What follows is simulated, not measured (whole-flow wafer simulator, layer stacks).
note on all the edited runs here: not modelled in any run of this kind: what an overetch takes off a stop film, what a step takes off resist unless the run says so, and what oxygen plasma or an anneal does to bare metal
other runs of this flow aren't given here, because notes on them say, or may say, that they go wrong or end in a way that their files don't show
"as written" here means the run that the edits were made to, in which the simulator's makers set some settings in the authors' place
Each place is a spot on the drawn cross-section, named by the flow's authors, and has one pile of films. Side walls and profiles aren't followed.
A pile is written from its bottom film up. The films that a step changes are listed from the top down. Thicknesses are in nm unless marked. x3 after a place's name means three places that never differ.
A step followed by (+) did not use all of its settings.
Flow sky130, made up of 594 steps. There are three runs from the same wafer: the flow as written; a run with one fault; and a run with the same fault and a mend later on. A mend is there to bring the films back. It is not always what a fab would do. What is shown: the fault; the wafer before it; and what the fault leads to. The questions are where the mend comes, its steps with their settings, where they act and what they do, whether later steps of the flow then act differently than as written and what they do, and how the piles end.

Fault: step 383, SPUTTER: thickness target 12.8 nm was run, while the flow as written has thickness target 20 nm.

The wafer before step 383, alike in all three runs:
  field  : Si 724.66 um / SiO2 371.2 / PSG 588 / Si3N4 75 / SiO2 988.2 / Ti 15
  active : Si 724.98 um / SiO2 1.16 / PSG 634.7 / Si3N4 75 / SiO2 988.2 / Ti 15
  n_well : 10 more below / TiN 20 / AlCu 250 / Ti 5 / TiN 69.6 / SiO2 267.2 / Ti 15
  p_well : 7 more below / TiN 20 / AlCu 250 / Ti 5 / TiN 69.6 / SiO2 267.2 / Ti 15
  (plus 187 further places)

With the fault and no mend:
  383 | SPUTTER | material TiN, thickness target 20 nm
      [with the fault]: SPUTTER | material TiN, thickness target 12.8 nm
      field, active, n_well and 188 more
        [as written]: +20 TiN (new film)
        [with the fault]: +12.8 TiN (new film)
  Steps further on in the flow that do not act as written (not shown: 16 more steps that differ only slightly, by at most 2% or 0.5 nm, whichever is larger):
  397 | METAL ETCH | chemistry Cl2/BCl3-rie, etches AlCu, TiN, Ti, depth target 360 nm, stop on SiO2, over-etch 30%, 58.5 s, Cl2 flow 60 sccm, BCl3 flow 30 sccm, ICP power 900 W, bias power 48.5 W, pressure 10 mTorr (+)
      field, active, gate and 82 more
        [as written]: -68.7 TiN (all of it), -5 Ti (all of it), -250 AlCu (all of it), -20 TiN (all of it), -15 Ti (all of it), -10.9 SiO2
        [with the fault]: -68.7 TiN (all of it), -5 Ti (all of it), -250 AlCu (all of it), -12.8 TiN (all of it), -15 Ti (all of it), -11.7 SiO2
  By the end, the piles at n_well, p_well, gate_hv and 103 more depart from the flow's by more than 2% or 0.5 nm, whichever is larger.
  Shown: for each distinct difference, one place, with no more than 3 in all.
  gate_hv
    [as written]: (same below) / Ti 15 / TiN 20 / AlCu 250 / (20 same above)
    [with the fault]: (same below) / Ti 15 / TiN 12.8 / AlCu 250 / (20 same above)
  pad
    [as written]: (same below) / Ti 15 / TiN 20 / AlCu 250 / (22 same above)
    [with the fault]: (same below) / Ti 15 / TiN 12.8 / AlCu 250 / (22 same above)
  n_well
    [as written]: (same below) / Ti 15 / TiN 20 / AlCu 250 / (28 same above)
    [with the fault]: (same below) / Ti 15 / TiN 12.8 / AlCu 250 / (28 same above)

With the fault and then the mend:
  The mend follows step 383.
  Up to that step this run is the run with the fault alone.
  383a | SPUTTER | material TiN, thickness target 7.2 nm (a further turn of the flow's step 383, with different settings)
      field, active, n_well and 188 more
        +7.2 TiN
  Later steps of the flow that are run all act as written at every place that is followed.
  The piles end the same as the flow's at every place that both follow.
